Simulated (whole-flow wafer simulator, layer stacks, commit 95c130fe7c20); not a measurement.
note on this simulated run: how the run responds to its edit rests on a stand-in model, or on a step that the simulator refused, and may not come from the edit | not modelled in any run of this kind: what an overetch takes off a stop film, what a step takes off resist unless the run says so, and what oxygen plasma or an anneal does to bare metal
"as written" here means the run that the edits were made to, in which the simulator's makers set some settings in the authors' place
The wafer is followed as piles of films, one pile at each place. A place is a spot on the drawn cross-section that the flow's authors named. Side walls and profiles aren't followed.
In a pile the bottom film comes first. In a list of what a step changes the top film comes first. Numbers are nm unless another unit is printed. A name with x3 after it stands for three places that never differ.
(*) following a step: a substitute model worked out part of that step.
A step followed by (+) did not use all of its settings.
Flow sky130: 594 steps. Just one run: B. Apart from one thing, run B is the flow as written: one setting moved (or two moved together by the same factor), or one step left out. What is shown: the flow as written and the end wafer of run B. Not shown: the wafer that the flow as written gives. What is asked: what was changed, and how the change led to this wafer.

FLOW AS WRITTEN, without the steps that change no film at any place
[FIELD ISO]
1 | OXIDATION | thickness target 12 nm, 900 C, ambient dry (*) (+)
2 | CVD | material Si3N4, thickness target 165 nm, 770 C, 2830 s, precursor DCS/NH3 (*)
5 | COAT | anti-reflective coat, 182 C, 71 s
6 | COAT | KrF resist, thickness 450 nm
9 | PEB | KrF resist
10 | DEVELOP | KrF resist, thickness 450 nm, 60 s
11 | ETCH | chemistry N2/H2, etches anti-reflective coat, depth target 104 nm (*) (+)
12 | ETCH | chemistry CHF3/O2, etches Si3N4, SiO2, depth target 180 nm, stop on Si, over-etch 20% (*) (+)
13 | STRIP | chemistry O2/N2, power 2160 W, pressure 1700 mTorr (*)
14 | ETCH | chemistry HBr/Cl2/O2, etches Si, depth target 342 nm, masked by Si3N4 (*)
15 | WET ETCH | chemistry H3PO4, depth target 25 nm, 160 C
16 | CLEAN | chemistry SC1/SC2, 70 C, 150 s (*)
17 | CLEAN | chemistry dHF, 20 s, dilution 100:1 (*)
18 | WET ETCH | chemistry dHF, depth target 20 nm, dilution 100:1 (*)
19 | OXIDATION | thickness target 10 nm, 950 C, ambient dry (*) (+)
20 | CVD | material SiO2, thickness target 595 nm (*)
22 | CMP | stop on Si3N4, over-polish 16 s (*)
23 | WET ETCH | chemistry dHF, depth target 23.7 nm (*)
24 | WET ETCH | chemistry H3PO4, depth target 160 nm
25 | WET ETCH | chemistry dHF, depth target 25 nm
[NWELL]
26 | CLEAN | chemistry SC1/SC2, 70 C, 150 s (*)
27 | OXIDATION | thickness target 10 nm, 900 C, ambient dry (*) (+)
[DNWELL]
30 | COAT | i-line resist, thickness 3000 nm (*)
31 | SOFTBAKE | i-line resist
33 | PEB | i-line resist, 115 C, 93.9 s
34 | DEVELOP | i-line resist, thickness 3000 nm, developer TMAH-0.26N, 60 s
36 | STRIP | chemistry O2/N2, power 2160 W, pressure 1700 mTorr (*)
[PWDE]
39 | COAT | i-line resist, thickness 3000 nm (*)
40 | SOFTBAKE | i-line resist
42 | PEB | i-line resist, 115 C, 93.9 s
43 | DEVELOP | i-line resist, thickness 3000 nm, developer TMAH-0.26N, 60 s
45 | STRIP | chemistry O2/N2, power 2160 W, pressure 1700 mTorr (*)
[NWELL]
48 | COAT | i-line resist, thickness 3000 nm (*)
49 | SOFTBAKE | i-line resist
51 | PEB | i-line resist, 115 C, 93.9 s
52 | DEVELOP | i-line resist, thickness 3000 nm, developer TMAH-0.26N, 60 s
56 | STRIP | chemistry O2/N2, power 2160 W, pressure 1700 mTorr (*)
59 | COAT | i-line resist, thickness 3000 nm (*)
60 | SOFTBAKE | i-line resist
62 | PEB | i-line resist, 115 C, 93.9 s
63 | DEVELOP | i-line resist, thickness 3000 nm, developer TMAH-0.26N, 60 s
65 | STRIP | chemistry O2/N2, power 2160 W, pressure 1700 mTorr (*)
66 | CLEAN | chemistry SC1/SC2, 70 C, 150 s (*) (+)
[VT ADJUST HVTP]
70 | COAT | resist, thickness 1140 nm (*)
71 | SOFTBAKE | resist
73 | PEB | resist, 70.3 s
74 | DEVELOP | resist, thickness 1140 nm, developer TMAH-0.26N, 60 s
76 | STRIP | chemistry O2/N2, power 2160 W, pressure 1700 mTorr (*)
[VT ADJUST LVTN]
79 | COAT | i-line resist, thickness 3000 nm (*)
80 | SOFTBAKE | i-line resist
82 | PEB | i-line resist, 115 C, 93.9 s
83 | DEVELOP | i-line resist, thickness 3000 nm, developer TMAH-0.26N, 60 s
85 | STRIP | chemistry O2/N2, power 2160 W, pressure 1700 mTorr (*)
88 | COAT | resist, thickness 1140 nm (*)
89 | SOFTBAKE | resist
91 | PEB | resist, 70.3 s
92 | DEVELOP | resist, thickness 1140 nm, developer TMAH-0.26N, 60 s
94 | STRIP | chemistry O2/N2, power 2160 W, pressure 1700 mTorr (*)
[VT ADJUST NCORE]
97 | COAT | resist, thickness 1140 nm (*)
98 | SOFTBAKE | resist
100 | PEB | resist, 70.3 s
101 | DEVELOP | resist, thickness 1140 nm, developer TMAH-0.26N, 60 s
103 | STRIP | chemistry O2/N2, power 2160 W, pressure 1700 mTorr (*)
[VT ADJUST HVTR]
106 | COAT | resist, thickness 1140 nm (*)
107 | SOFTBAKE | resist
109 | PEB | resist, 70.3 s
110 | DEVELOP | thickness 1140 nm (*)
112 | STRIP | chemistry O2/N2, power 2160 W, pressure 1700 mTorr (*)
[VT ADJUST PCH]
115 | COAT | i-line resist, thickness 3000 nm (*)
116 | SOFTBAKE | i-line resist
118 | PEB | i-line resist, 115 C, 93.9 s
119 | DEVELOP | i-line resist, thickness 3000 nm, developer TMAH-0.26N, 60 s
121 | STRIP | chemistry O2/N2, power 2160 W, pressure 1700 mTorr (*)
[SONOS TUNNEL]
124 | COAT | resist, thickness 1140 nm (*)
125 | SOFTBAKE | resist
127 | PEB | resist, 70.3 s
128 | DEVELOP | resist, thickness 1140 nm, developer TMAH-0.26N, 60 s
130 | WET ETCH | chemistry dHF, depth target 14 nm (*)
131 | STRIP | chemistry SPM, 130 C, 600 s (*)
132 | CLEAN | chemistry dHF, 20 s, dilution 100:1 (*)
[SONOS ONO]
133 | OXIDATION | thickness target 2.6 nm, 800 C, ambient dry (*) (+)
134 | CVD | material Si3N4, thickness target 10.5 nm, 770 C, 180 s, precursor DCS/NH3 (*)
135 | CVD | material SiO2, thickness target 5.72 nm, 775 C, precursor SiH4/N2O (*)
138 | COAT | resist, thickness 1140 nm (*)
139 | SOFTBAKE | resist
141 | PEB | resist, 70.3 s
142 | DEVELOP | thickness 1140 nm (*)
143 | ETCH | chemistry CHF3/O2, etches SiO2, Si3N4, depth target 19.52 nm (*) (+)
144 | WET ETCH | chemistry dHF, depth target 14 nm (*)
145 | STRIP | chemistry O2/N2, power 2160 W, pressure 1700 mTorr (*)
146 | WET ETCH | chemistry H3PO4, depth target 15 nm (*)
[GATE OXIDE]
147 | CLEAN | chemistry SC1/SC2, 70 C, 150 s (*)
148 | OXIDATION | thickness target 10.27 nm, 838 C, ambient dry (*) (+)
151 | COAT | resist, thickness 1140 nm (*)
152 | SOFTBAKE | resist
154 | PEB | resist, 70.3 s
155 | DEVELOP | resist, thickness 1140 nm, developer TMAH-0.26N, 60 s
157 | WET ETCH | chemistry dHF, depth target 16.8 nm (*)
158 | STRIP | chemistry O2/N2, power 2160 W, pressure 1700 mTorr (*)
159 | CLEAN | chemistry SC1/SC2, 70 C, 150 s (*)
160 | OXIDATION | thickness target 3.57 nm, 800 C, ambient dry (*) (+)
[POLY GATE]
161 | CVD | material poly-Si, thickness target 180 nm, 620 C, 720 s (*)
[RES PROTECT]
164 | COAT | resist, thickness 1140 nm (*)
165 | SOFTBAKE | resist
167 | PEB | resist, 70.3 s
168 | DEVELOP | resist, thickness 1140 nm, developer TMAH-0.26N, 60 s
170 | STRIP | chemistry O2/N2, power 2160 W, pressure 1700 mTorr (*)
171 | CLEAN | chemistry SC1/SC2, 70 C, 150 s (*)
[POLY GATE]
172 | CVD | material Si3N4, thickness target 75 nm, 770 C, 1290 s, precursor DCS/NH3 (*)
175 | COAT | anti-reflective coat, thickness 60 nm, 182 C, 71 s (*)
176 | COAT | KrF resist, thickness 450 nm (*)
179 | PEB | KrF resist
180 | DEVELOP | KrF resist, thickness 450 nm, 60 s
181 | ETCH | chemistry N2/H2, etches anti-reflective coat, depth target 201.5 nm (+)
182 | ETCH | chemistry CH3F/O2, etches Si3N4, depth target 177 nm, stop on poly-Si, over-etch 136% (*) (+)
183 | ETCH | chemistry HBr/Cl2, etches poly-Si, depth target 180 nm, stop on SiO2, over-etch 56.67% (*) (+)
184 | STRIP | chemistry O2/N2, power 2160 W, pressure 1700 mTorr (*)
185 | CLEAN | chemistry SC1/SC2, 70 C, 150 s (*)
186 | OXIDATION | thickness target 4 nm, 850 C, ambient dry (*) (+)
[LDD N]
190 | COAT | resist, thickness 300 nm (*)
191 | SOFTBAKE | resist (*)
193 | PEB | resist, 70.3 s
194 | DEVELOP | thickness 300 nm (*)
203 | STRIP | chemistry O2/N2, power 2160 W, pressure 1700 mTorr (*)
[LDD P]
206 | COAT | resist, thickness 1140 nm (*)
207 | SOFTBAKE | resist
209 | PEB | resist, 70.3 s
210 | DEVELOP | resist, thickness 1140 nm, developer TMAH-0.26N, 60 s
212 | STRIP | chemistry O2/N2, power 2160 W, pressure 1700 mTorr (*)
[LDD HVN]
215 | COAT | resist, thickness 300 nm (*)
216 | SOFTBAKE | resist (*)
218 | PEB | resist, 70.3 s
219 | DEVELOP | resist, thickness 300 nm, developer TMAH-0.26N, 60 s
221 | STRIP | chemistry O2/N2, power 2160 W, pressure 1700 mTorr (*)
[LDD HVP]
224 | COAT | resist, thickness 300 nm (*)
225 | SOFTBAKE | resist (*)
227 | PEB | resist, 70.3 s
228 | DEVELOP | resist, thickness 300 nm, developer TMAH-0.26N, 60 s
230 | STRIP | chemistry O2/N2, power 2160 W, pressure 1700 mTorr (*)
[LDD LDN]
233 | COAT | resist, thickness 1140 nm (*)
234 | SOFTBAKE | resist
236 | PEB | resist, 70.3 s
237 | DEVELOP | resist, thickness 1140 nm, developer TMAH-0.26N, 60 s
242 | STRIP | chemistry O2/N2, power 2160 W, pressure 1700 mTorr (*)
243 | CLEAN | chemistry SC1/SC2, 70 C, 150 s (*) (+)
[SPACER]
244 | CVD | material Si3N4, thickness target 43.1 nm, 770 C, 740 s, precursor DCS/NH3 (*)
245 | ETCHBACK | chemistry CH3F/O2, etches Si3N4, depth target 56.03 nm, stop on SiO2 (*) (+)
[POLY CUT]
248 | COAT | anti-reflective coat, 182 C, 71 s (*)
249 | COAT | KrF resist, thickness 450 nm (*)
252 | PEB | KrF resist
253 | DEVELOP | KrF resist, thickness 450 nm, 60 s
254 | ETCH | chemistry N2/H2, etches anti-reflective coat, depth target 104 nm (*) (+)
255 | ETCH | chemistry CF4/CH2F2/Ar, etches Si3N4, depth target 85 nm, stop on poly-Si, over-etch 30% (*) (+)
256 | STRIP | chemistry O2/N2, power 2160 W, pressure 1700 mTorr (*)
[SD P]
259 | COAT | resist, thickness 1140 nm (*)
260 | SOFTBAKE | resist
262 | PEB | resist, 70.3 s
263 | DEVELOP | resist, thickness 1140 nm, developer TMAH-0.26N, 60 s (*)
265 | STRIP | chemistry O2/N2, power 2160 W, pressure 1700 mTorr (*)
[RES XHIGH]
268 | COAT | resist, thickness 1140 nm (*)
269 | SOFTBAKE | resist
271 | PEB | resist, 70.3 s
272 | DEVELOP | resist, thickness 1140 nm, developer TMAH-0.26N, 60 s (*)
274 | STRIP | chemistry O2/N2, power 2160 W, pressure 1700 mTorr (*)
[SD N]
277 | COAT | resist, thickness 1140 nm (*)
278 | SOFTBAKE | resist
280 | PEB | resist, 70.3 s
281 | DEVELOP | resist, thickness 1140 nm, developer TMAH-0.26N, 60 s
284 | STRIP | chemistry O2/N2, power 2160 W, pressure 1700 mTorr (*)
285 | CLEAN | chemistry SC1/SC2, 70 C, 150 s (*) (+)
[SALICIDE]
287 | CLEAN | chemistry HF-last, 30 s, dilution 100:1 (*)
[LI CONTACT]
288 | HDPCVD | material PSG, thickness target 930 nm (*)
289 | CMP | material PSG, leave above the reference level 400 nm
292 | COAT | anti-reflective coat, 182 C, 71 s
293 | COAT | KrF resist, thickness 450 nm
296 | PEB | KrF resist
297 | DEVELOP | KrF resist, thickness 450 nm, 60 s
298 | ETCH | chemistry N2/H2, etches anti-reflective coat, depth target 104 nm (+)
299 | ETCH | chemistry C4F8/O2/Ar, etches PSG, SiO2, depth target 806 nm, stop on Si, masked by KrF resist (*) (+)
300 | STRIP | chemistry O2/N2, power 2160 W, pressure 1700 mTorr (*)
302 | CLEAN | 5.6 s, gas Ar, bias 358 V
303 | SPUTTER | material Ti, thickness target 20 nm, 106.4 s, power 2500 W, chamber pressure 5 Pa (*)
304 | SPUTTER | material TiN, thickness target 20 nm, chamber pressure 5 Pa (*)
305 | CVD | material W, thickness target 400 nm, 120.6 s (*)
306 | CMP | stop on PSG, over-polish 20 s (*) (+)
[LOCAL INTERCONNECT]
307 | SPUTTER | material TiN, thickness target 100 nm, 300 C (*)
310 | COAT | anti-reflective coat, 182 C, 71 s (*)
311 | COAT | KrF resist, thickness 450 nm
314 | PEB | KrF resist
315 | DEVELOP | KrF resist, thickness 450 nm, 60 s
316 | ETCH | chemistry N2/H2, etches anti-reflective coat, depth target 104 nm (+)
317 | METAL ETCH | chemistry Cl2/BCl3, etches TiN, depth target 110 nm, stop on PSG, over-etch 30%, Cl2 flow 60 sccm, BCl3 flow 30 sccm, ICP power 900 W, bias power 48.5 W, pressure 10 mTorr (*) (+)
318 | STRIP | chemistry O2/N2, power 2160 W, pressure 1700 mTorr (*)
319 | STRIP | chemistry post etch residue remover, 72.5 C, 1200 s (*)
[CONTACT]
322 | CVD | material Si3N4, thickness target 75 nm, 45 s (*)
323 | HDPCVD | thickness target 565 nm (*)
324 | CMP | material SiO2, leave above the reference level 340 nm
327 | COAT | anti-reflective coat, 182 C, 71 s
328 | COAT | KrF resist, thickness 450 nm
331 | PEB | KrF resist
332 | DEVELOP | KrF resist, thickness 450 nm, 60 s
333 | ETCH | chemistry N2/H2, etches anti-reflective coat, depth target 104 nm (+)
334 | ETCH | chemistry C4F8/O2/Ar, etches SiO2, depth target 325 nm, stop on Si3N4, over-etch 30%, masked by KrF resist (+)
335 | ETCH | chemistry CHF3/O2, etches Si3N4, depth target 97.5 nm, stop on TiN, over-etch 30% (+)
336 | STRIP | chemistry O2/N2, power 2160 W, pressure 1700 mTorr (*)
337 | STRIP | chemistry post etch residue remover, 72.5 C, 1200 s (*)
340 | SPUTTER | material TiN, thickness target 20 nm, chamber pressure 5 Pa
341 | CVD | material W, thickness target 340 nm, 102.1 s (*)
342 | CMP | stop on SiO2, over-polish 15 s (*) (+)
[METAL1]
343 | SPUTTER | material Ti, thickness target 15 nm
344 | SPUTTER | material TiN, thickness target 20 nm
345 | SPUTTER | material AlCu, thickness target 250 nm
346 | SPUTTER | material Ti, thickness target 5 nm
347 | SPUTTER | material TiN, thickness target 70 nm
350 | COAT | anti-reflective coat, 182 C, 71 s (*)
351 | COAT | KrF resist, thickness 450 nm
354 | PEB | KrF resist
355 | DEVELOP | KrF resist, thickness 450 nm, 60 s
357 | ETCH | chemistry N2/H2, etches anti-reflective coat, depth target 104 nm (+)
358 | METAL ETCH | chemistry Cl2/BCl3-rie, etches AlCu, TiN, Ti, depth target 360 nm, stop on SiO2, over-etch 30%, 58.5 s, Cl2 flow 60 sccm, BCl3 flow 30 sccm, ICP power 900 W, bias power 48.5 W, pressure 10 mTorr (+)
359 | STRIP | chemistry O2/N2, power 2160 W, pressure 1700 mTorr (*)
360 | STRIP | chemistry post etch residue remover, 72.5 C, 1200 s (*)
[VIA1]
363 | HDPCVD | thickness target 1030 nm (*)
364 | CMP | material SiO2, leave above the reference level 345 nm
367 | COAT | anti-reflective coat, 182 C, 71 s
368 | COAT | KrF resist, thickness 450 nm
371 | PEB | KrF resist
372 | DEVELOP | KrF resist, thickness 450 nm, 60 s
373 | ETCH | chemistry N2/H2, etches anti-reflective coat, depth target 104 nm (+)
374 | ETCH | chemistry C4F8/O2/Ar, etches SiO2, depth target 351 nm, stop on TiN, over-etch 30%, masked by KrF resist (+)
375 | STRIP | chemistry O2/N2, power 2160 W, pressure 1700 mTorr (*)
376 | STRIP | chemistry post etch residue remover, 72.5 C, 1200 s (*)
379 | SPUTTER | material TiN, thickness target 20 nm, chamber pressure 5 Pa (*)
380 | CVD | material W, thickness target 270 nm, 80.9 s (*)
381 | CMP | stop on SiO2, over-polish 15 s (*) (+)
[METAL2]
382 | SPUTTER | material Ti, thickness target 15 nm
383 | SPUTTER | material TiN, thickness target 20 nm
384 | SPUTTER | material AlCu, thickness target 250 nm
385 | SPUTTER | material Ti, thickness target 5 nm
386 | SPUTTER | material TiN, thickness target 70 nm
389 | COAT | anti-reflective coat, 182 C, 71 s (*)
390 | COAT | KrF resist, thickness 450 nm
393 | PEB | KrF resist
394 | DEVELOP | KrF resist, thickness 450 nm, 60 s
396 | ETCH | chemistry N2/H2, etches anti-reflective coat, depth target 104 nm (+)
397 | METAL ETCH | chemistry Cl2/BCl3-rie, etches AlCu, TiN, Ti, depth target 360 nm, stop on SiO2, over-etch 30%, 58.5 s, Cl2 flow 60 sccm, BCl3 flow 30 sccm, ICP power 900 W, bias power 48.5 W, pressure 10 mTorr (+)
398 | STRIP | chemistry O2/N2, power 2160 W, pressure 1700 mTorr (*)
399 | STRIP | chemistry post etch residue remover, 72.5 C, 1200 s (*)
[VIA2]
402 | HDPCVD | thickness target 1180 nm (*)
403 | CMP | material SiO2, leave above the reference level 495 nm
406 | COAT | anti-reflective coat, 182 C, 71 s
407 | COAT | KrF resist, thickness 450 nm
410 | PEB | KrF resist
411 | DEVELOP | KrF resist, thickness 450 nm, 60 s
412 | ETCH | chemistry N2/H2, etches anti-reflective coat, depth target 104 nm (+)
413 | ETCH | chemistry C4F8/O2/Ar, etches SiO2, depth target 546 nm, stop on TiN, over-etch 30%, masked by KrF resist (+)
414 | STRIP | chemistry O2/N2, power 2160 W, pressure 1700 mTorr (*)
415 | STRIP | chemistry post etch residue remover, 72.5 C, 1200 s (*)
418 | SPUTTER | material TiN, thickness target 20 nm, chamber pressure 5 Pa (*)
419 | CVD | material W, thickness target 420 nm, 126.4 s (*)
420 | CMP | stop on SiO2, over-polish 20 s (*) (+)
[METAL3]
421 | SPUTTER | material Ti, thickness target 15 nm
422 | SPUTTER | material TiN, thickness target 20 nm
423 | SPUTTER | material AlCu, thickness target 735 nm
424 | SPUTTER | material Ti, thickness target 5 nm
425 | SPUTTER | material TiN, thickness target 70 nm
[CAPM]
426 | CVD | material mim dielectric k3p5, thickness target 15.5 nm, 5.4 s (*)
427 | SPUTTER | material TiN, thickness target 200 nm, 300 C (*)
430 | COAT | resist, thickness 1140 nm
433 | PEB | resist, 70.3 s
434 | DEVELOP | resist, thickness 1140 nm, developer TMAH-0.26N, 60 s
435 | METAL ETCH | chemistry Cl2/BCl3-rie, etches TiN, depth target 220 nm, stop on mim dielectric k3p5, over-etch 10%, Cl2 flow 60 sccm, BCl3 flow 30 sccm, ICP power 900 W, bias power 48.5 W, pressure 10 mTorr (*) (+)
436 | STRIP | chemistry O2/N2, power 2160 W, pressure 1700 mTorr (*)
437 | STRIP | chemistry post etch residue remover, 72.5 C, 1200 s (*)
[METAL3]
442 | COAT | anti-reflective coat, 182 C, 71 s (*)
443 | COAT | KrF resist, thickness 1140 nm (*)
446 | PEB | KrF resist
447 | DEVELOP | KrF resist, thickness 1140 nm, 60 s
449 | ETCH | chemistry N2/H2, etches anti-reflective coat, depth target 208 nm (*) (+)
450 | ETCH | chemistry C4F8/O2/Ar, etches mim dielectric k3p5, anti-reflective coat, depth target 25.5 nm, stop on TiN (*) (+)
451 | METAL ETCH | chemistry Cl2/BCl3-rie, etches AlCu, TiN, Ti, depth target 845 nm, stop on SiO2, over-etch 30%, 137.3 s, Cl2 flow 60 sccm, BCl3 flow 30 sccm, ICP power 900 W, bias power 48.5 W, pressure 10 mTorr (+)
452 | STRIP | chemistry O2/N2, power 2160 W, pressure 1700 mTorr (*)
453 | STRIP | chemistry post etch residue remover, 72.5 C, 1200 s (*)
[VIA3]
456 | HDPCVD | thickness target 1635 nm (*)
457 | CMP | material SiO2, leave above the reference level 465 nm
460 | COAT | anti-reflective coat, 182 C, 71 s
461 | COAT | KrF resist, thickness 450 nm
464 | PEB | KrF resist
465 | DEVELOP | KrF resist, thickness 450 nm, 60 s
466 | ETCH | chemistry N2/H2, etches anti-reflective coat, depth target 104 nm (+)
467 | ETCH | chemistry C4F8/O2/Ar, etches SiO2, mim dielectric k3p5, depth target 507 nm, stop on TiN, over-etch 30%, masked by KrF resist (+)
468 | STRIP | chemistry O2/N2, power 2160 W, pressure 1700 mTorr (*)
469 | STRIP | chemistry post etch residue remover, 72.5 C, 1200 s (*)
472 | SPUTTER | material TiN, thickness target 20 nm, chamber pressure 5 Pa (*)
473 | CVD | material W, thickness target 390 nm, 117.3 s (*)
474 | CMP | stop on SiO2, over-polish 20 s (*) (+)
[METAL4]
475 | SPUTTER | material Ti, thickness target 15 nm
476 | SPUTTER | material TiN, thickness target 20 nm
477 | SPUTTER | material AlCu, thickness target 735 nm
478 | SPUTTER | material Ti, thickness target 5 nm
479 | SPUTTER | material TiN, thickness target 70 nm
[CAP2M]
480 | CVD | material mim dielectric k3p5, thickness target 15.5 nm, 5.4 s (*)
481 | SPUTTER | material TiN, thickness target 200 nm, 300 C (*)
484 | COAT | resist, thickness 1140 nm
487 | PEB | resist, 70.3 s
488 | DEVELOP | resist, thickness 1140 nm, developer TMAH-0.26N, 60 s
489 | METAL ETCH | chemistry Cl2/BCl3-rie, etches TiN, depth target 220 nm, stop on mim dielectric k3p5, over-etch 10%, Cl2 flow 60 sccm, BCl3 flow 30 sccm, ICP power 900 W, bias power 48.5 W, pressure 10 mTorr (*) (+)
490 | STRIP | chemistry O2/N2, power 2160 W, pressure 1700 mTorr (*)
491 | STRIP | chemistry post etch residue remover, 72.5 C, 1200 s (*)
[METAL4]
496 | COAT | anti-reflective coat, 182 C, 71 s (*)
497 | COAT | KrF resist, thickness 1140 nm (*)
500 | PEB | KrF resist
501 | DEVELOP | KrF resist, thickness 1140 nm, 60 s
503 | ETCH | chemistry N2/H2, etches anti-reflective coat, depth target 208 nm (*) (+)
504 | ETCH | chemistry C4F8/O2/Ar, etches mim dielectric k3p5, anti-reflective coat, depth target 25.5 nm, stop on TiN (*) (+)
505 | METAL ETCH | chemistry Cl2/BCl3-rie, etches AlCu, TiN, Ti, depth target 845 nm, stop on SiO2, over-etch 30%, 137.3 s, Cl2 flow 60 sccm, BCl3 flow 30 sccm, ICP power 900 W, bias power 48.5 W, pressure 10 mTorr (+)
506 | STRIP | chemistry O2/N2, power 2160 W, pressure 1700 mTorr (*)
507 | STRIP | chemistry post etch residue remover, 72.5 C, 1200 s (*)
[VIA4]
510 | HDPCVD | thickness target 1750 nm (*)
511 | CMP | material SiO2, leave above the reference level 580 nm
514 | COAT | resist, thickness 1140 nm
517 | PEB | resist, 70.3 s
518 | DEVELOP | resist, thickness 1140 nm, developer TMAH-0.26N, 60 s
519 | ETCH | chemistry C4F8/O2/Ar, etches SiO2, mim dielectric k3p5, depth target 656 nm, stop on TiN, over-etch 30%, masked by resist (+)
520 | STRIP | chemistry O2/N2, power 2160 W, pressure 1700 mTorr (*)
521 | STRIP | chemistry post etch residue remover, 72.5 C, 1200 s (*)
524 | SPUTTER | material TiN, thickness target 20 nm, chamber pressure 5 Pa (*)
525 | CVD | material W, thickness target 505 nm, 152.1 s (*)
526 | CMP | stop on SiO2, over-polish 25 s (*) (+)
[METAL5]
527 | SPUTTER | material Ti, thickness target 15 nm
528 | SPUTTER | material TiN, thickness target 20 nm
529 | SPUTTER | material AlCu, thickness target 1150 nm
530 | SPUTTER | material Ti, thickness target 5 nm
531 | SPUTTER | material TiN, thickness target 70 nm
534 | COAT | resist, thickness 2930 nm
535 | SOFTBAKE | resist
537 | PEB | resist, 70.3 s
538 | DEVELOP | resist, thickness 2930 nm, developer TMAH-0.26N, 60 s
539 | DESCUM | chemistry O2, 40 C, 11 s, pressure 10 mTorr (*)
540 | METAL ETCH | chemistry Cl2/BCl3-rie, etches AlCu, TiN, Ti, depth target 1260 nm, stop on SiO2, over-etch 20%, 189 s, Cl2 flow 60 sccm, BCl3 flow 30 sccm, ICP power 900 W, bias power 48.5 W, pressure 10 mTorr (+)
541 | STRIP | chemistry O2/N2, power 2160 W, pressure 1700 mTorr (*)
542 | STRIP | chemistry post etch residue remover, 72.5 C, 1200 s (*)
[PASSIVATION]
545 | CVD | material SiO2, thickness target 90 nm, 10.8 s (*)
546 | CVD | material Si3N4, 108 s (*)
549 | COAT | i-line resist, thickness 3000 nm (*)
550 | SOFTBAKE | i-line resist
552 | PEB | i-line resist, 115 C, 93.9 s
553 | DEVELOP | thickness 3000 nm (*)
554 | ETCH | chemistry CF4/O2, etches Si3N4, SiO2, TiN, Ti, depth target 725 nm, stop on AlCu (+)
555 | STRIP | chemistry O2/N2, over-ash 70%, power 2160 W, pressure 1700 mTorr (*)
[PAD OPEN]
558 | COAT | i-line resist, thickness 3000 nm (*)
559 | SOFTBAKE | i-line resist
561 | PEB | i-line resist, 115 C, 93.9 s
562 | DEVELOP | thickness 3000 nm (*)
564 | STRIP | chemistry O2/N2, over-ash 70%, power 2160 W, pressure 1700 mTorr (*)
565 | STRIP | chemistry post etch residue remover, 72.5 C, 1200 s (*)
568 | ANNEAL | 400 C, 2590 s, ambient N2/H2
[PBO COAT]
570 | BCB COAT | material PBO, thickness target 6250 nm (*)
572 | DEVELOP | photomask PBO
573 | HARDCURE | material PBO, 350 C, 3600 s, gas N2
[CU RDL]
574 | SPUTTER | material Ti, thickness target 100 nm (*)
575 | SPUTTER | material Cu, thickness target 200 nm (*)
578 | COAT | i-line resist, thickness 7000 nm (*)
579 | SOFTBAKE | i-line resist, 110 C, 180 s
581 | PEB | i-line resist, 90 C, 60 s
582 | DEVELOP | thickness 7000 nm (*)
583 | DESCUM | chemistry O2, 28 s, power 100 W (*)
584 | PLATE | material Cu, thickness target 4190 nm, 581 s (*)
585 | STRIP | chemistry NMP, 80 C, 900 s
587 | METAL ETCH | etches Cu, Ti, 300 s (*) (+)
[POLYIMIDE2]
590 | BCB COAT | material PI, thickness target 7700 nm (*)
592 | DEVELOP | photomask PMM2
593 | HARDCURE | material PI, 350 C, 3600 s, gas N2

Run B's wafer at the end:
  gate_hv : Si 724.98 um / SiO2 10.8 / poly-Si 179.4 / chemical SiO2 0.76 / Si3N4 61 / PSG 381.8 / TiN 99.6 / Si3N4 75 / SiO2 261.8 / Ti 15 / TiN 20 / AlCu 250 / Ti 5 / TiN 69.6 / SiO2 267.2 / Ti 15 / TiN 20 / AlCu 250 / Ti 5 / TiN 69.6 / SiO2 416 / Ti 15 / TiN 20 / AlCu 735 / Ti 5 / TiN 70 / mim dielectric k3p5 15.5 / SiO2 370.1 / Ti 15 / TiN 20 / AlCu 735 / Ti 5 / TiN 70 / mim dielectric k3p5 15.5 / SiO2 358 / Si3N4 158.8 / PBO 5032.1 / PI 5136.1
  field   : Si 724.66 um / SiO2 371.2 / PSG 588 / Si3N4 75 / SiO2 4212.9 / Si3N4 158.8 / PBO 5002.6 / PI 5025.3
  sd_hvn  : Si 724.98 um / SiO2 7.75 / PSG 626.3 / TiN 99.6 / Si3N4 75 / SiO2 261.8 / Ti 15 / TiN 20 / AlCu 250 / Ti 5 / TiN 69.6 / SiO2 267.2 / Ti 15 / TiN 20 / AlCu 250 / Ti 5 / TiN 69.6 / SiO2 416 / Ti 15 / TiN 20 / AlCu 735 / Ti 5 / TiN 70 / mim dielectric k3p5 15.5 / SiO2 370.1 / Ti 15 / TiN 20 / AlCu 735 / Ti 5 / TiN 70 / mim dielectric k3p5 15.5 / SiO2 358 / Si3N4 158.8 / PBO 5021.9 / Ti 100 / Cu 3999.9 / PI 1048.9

What caused this: step 511, CMP: leave above the reference level 354 nm was run, while the flow as written has leave above the reference level 580 nm.

Step by step, how the change led to this:
  511 | CMP | material SiO2, leave above the reference level 580 nm
      n_well, p_well, gate_hv and 99 more: -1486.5 SiO2 (it would be, as written: -1260.5 SiO2)
      field, active, gate and 77 more: -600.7 SiO2 (it would be, as written: -374.7 SiO2)
      (also at 11 further places)
  519 | ETCH | chemistry C4F8/O2/Ar, etches SiO2, mim dielectric k3p5, depth target 656 nm, stop on TiN, over-etch 30%, masked by resist (+)
      field, active, n_well and 188 more: -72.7 resist (it would be, as written: -131.2 resist)
      m1: -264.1 SiO2 (all of it), -15.5 mim dielectric k3p5 (all of it) (it would be, as written: -490.1 SiO2 (all of it), -15.5 mim dielectric k3p5 (all of it))
      (also at 1 further place)
  520 | STRIP | chemistry O2/N2, power 2160 W, pressure 1700 mTorr (*)
      field, active, n_well and 188 more: -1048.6 resist (all of it) (it would be, as written: -990.1 resist (all of it))
  524 | SPUTTER | material TiN, thickness target 20 nm, chamber pressure 5 Pa (*)
      m1, via4_hole: +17 TiN (it would be, as written: +15.3 TiN)
  525 | CVD | material W, thickness target 505 nm, 152.1 s (*)
      m1: +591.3 W (new film) (it would be, as written: +1015.8 W (new film))
      via4_hole: +592.4 W (new film) (it would be, as written: +1015.2 W (new film))
  526 | CMP | stop on SiO2, over-polish 25 s (*) (+)
      m1: -335.9 W (it would be, as written: -532.7 W)
      via4_hole: -337.7 W (it would be, as written: -532.7 W)
